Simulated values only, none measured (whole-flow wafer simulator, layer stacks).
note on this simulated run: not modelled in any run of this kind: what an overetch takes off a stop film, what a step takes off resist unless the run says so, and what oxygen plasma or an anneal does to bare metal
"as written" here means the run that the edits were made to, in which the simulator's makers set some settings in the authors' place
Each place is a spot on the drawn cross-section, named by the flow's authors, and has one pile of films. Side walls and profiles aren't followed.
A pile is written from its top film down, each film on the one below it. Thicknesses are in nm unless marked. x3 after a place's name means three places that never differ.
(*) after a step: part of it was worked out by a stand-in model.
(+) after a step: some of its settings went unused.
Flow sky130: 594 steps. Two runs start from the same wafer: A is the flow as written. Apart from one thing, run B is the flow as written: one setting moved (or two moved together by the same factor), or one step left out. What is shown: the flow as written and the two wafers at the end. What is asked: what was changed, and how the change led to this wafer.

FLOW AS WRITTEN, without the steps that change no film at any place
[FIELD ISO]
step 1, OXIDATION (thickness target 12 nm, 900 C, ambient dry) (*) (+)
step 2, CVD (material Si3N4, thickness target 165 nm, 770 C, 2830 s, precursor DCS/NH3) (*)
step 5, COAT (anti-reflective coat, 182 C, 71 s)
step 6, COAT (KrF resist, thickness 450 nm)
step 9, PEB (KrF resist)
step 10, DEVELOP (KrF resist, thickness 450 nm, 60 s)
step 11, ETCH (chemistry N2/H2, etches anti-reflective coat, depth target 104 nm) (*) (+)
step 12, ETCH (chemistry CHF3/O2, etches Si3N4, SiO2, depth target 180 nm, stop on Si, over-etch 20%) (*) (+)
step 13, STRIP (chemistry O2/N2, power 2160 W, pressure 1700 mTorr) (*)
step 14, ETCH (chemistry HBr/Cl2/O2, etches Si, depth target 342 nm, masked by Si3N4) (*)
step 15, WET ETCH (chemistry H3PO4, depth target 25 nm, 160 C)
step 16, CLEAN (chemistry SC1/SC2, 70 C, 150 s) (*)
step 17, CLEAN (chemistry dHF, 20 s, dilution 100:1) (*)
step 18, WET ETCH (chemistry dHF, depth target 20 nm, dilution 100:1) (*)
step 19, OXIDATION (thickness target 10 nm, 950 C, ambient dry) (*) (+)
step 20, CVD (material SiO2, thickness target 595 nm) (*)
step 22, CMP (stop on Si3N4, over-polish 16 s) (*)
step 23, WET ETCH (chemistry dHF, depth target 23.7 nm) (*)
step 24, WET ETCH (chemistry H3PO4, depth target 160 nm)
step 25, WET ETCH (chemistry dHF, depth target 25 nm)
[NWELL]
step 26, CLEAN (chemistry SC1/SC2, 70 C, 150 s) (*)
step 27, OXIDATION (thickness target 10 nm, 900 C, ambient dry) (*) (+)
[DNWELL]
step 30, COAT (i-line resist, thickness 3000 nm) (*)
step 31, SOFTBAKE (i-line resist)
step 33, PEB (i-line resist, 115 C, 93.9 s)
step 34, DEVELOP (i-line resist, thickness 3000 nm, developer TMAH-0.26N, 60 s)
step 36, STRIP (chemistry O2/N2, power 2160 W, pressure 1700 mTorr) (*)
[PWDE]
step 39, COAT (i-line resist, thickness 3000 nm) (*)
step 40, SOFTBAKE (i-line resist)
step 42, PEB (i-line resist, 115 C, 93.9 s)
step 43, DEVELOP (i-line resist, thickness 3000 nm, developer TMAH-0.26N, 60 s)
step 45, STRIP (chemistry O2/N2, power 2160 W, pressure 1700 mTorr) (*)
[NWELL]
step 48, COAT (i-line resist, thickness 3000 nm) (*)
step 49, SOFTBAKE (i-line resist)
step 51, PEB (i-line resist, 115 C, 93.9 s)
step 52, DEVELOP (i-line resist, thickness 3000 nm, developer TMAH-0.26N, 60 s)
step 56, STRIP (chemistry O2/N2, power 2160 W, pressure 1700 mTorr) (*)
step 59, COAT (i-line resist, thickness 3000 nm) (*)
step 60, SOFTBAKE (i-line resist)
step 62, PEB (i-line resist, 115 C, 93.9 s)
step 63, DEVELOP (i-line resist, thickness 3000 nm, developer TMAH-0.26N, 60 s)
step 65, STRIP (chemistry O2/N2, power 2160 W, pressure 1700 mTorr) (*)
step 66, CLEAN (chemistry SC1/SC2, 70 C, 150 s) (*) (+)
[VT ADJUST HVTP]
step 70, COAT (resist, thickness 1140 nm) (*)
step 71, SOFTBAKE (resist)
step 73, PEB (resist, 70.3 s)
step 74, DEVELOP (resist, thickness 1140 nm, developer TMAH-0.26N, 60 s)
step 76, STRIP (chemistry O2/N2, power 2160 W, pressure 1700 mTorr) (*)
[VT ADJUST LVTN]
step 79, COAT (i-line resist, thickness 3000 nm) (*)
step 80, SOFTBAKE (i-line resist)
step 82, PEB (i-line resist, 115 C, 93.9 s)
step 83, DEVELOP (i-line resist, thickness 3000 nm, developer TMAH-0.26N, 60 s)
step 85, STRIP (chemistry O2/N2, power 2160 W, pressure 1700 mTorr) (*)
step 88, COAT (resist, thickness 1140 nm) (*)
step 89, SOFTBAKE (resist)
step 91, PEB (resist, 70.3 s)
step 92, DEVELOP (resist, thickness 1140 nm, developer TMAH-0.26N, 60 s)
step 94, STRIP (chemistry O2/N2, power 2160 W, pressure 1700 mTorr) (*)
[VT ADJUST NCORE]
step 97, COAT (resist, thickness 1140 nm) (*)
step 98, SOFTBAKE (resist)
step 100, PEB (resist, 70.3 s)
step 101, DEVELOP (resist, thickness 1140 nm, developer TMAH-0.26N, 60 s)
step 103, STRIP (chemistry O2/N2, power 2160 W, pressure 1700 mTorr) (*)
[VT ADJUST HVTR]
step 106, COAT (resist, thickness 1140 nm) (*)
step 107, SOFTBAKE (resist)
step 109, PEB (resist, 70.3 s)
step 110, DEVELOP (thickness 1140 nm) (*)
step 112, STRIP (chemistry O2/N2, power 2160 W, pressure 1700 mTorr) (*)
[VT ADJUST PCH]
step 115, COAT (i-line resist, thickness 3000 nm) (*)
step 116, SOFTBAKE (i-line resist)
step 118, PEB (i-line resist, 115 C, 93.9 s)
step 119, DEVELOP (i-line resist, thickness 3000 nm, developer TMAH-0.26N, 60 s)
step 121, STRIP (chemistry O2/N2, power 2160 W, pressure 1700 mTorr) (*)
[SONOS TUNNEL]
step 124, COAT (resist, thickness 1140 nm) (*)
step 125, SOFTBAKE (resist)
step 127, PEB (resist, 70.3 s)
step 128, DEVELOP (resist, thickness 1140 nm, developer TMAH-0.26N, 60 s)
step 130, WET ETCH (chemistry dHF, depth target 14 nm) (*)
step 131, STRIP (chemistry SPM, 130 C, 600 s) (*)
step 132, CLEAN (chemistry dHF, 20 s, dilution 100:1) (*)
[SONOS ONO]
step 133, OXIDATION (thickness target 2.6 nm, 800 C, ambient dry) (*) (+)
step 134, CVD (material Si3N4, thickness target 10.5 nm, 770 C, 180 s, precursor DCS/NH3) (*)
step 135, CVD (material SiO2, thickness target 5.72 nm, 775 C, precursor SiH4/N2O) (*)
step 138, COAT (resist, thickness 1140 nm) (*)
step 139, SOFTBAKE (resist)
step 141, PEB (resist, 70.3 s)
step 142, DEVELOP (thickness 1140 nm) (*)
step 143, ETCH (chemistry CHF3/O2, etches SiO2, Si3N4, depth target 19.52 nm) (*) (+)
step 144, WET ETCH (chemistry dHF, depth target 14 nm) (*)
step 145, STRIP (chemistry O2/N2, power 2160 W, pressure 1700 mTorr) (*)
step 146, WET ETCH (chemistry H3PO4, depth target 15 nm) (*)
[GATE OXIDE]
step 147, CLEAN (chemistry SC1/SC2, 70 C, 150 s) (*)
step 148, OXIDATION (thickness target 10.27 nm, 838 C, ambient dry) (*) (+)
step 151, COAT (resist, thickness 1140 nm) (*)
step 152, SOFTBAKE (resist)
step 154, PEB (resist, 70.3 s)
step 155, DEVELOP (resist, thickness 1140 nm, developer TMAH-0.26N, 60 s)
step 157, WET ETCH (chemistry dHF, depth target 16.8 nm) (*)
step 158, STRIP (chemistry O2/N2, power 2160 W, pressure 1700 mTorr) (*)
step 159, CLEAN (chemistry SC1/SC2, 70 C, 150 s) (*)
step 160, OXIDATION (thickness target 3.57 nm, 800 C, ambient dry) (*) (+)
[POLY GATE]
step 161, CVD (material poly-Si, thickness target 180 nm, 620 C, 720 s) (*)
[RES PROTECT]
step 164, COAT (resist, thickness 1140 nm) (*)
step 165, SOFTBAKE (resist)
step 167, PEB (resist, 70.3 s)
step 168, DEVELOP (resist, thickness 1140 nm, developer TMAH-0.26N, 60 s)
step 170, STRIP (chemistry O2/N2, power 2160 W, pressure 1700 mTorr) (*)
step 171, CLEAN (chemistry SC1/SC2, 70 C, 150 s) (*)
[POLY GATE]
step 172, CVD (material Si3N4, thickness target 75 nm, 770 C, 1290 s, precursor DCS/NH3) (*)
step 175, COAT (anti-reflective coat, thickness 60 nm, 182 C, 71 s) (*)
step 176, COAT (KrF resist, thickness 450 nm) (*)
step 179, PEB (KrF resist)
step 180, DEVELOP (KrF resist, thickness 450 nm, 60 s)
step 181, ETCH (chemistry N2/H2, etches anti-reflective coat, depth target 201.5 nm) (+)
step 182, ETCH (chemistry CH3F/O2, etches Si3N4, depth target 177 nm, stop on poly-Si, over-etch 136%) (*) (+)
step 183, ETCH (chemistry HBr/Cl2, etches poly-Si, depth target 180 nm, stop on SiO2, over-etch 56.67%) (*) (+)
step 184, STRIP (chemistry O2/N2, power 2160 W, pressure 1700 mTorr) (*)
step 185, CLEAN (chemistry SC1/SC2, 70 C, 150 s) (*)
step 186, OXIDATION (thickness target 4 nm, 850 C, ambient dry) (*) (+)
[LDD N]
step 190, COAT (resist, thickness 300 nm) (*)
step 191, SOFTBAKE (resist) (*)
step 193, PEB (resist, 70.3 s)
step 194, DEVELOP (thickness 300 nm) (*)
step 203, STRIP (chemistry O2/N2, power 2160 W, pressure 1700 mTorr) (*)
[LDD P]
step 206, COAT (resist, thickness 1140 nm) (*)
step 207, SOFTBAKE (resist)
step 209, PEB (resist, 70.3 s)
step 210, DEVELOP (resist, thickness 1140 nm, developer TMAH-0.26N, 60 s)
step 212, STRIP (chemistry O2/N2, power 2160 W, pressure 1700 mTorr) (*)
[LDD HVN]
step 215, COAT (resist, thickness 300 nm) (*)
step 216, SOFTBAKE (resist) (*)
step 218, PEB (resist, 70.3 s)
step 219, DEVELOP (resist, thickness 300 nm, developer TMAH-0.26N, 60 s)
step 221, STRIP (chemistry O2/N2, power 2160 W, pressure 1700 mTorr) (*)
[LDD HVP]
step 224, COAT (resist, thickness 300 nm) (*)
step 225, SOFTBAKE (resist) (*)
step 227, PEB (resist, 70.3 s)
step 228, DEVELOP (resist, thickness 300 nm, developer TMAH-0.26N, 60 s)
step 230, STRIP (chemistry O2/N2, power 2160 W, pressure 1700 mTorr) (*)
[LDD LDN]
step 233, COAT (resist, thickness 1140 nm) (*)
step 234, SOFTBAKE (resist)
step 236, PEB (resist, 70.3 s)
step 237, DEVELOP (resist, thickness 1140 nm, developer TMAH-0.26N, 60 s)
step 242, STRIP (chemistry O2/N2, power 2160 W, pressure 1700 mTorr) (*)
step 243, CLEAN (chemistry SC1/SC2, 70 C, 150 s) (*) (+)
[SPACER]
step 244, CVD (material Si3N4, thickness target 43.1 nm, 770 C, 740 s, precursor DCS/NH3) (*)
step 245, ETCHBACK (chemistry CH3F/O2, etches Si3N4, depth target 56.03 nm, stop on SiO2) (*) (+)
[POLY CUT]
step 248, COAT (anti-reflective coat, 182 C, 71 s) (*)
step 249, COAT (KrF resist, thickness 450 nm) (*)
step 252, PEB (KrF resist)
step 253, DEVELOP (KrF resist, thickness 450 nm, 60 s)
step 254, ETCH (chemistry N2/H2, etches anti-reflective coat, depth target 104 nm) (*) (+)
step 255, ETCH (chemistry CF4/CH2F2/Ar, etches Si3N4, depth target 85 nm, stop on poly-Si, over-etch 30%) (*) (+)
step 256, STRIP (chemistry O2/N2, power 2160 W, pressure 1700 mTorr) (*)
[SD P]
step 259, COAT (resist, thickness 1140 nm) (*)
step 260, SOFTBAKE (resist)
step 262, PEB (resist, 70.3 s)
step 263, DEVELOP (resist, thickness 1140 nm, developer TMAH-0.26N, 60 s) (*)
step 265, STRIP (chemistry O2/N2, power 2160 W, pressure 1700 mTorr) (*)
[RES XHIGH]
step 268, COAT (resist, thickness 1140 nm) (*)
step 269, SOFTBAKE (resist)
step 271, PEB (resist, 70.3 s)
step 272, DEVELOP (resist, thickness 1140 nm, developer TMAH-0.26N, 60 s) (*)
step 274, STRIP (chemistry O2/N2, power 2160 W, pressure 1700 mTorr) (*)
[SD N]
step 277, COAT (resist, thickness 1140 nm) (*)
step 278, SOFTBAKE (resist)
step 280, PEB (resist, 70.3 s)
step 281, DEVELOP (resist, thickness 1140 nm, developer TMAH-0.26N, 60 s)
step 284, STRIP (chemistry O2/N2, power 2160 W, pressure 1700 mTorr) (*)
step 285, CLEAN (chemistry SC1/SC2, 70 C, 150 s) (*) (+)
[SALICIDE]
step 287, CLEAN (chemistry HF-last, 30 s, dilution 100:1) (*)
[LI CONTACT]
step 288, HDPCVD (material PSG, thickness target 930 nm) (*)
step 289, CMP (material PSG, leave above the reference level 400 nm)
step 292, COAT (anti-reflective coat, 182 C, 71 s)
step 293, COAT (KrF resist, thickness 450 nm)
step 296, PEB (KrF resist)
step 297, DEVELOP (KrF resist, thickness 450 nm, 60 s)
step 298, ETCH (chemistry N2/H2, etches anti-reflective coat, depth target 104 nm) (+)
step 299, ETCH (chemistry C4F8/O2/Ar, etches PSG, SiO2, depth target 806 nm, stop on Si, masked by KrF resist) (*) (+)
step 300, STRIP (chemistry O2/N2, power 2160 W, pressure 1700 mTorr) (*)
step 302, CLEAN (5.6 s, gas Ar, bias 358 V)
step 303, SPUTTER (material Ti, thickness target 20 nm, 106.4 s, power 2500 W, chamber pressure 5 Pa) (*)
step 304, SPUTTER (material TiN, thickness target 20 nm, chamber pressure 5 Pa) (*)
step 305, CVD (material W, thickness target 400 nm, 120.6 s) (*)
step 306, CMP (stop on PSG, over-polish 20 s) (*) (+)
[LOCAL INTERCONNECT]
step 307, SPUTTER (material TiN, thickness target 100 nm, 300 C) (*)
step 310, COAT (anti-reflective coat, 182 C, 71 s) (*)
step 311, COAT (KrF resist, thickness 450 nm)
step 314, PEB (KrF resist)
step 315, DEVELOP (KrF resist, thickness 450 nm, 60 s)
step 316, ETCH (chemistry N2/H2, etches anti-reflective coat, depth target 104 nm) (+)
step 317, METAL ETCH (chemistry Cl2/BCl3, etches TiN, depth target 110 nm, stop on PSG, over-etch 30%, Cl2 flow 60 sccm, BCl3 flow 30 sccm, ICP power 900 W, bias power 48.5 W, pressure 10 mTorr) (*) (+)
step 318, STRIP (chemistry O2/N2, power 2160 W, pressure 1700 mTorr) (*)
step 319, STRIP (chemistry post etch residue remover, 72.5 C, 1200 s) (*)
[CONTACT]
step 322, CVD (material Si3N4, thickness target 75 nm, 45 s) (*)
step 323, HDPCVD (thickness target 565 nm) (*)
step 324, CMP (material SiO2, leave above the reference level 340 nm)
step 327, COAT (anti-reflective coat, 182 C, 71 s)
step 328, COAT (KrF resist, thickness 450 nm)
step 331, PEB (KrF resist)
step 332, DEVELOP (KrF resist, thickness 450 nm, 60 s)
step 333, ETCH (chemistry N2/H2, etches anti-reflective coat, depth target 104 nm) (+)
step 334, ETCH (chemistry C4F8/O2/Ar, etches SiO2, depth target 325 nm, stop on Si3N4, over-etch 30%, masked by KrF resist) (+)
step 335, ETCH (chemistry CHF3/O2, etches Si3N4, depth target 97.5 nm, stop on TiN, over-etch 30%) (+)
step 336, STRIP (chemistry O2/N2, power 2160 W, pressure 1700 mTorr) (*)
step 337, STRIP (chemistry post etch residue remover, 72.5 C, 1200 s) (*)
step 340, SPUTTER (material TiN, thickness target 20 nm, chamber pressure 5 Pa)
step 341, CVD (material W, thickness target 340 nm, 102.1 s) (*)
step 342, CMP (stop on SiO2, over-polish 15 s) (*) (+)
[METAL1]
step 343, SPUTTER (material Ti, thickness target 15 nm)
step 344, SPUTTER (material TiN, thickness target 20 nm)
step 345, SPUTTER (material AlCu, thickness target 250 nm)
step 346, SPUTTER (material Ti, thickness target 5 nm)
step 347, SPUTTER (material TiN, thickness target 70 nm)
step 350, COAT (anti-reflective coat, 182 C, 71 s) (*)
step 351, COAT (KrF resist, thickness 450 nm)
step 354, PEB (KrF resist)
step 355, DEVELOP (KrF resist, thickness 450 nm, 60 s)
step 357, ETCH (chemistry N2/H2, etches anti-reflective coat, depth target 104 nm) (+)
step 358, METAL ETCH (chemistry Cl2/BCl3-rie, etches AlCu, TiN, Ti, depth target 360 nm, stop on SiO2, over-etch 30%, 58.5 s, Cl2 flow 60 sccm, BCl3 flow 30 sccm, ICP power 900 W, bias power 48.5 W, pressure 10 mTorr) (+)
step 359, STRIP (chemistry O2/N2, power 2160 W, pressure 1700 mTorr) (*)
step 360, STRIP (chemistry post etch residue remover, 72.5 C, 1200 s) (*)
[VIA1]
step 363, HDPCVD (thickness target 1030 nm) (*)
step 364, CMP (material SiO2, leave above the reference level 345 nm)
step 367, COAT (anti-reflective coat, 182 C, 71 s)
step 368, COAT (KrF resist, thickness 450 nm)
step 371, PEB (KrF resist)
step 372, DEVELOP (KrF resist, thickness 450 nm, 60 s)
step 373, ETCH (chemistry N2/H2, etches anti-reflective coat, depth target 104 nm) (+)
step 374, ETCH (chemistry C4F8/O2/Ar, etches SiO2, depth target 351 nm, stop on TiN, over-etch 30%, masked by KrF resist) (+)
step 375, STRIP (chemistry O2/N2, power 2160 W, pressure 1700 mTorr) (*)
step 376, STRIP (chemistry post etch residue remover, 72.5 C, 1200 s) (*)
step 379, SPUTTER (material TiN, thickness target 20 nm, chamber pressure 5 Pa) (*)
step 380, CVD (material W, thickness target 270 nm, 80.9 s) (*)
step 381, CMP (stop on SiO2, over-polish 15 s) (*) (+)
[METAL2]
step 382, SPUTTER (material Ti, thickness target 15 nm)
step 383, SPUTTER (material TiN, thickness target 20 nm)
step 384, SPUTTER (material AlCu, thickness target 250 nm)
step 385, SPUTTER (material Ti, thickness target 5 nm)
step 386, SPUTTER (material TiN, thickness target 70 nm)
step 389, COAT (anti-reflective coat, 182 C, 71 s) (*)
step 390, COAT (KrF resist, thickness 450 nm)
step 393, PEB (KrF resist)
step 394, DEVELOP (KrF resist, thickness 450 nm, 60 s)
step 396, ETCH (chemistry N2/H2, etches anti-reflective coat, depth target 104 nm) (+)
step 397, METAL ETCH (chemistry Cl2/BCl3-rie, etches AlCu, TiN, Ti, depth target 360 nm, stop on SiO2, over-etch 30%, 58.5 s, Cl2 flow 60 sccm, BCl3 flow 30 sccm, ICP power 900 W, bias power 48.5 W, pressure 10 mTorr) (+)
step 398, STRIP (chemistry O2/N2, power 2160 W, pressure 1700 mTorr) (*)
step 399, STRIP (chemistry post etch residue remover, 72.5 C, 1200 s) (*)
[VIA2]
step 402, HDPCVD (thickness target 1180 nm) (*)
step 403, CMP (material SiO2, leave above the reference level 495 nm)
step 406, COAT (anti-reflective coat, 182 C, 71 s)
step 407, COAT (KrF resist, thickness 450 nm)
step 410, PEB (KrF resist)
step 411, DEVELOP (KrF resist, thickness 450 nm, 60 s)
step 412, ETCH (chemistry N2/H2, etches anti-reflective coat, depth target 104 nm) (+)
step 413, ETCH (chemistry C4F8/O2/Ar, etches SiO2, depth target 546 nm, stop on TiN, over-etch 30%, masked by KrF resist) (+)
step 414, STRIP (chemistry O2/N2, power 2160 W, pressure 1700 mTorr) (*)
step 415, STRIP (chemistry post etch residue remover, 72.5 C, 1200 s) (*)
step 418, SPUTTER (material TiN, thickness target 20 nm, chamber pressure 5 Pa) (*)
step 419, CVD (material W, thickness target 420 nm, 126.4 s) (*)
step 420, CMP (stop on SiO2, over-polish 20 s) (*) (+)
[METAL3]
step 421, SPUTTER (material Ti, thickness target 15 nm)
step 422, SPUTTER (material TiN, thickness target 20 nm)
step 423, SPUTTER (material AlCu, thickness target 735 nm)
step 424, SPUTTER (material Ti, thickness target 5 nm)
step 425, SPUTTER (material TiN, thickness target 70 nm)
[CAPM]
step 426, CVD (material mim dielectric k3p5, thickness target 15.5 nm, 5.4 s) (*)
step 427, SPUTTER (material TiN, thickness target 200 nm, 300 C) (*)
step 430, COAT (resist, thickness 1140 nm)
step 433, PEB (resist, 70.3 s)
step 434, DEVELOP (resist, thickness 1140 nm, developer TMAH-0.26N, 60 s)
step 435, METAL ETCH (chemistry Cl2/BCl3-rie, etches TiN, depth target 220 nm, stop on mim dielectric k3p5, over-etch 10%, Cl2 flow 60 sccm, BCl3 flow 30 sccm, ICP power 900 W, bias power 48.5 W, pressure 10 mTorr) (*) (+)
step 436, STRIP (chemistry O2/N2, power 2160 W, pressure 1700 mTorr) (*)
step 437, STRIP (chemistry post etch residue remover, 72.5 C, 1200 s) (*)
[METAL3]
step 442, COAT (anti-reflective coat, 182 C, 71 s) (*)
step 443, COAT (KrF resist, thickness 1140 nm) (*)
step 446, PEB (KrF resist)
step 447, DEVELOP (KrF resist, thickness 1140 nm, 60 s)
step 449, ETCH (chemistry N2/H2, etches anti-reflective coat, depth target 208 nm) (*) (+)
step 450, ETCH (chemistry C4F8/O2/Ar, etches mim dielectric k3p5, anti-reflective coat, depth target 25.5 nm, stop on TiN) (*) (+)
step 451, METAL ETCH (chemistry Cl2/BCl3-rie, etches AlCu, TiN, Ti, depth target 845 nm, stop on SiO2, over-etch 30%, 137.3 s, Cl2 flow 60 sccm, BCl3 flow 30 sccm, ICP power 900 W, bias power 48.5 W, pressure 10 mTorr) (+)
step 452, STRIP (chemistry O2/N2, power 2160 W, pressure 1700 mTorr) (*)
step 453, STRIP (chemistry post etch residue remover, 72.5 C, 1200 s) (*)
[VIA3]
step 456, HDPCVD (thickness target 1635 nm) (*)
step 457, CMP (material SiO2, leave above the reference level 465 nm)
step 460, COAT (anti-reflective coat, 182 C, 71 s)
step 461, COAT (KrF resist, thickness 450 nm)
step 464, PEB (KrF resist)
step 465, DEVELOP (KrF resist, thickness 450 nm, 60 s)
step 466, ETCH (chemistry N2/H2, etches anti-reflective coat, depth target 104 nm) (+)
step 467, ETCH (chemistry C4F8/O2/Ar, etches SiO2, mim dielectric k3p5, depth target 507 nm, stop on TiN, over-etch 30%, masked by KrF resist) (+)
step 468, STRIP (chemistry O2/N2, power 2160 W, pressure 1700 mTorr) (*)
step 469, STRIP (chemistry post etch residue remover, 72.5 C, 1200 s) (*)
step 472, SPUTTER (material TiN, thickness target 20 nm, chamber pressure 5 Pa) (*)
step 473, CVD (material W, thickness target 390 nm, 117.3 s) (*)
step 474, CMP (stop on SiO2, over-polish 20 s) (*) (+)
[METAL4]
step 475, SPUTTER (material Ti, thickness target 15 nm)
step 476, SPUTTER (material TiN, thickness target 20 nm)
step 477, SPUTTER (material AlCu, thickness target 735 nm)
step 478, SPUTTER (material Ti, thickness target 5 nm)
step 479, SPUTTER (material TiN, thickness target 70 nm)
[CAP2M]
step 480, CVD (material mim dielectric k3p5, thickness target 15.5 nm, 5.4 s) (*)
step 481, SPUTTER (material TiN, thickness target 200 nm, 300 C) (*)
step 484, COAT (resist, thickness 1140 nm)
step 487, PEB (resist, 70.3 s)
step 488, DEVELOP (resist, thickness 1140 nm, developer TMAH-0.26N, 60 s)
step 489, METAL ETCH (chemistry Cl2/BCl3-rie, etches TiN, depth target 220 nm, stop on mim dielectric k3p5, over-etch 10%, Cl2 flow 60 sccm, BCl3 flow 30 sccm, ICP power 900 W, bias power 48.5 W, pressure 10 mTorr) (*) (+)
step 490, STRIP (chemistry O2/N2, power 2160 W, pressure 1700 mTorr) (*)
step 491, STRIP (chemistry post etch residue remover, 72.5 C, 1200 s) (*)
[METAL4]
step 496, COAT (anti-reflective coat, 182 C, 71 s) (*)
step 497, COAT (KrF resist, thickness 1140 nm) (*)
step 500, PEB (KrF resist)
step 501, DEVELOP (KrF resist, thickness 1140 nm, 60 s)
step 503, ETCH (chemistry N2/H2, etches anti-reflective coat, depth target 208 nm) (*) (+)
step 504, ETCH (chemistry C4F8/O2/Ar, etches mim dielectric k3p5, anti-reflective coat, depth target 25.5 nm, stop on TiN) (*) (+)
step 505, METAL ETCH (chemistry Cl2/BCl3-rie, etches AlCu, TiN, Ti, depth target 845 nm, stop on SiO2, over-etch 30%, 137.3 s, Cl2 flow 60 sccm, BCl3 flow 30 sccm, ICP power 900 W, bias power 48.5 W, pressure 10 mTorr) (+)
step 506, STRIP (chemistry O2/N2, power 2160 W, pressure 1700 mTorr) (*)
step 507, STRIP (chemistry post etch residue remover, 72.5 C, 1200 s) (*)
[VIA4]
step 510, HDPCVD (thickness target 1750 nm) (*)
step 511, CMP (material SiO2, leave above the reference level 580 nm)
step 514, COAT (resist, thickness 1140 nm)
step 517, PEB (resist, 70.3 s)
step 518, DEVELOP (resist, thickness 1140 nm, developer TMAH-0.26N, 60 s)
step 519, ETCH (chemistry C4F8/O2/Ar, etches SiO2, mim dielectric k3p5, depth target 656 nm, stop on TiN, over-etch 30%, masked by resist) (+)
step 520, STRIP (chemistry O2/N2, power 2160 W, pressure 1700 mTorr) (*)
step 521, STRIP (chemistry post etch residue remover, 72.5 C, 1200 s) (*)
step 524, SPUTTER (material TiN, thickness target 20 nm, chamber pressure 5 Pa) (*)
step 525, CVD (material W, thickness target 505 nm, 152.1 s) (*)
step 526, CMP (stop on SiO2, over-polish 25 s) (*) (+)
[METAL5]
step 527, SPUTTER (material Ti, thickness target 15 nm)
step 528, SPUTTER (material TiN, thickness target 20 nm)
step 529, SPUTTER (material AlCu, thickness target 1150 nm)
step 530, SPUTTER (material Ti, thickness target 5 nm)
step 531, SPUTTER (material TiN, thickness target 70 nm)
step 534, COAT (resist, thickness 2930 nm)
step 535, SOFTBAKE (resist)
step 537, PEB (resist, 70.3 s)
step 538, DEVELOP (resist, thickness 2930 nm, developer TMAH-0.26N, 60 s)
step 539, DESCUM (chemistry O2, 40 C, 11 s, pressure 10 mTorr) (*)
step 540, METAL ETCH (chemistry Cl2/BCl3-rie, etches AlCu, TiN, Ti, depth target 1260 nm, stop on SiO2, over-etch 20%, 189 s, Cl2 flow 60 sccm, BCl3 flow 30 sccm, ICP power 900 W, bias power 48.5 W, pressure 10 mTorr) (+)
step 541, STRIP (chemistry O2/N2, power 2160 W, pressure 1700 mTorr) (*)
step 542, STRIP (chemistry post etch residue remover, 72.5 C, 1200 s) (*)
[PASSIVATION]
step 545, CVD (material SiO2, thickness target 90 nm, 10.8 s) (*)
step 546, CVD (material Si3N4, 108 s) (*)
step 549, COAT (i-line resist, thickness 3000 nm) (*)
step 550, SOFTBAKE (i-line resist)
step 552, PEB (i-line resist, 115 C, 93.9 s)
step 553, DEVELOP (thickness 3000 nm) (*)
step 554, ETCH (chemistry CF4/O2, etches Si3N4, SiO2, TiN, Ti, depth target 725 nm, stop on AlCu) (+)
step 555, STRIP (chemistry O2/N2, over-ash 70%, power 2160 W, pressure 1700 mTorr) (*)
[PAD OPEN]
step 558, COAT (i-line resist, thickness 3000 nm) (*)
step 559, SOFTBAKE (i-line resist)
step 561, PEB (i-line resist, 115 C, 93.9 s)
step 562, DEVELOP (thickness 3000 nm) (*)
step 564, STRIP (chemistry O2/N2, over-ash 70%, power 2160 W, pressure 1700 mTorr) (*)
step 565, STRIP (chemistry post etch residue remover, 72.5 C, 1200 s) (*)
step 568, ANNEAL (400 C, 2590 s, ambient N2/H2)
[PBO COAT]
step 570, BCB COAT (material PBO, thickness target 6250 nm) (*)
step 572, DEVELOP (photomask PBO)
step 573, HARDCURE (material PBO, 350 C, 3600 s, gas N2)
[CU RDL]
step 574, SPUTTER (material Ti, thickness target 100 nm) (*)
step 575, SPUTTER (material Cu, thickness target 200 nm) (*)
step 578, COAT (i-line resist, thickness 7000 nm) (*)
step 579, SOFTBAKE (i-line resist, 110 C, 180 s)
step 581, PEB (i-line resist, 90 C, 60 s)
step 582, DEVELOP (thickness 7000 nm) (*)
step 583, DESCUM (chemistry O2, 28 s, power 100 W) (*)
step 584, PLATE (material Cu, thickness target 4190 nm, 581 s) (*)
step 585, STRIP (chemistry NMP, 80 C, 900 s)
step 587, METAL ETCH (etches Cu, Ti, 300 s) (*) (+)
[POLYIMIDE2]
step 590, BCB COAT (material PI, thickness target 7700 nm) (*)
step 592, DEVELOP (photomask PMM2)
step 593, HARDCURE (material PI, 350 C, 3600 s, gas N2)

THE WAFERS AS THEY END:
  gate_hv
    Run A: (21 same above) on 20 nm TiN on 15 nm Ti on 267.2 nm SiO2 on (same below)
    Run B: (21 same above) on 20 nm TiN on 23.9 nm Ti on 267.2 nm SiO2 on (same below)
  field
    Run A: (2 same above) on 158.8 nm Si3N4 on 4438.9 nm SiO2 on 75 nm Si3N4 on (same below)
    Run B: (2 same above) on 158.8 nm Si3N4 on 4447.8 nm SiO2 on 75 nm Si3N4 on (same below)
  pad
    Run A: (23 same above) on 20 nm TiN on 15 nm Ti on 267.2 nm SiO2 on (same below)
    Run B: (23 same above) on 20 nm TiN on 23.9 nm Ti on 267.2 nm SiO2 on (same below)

The reason: step 382, SPUTTER: thickness target 23.9 nm was run, though the flow has thickness target 15 nm.
One can read it off the wafer: gate_hv has Ti 23.9, and step 382 as written asks for 15 nm.

Step by step, how the change led to this:
  step 382, SPUTTER (material Ti, thickness target 15 nm)
      field, active, n_well and 188 more: A Ti gains 15 (new film) | B Ti gains 23.9 (new film)
  step 397, METAL ETCH (chemistry Cl2/BCl3-rie, etches AlCu, TiN, Ti, depth target 360 nm, stop on SiO2, over-etch 30%, 58.5 s, Cl2 flow 60 sccm, BCl3 flow 30 sccm, ICP power 900 W, bias power 48.5 W, pressure 10 mTorr) (+)
      field, active, gate and 82 more: A TiN loses 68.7 (all of it), Ti loses 5 (all of it), AlCu loses 250 (all of it), TiN loses 20 (all of it), Ti loses 15 (all of it), SiO2 loses 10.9 | B TiN loses 68.7 (all of it), Ti loses 5 (all of it), AlCu loses 250 (all of it), TiN loses 20 (all of it), Ti loses 23.9 (all of it), SiO2 loses 10
  step 403, CMP (material SiO2, leave above the reference level 495 nm)
      field, active, gate and 82 more: A SiO2 loses 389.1 | B SiO2 loses 381.1
